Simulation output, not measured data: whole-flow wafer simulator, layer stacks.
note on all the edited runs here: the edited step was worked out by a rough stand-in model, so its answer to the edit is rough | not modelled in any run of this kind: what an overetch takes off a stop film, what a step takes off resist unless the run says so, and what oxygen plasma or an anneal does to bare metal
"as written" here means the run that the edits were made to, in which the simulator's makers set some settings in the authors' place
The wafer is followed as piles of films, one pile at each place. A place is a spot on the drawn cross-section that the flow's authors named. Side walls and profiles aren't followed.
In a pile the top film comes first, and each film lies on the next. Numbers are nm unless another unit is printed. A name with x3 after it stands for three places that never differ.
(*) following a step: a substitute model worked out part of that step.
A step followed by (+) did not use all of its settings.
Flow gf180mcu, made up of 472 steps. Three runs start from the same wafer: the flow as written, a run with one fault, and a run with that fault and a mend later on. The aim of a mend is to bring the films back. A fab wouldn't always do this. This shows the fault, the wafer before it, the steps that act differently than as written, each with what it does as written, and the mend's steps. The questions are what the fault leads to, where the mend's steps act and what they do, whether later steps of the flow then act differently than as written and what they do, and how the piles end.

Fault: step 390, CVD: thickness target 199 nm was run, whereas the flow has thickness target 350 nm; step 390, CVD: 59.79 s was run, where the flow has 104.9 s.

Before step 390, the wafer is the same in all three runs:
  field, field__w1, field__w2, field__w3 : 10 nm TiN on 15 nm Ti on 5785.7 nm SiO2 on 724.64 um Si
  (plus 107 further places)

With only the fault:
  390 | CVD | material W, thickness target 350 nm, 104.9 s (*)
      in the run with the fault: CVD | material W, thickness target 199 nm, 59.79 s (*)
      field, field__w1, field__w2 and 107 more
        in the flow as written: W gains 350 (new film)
        in the run with the fault: W gains 200.8 (new film)
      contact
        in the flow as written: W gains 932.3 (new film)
        in the run with the fault: W gains 783.1 (new film)
  Steps further on in the flow that do not act as written:
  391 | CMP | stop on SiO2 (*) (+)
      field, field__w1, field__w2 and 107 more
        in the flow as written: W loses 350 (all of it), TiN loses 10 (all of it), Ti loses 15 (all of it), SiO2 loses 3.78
        in the run with the fault: W loses 200.8 (all of it), TiN loses 10 (all of it), Ti loses 15 (all of it), SiO2 loses 2.28
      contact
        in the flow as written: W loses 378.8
        in the run with the fault: W loses 228.1
  When the end is reached, the piles differ only a little from the flow's at the places that both follow, at most by 2% or 0.5 nm, whichever is larger.

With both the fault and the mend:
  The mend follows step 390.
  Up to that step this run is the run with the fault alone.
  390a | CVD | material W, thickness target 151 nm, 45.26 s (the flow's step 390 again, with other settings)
      field, field__w1, field__w2 and 108 more
        W gains 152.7
  Every later step of the flow that is run acts as written, at every place that is followed, to within 2% or 0.5 nm, whichever is larger.
  When the end is reached, the piles differ only a little from the flow's at the places that both follow, at most by 2% or 0.5 nm, whichever is larger.
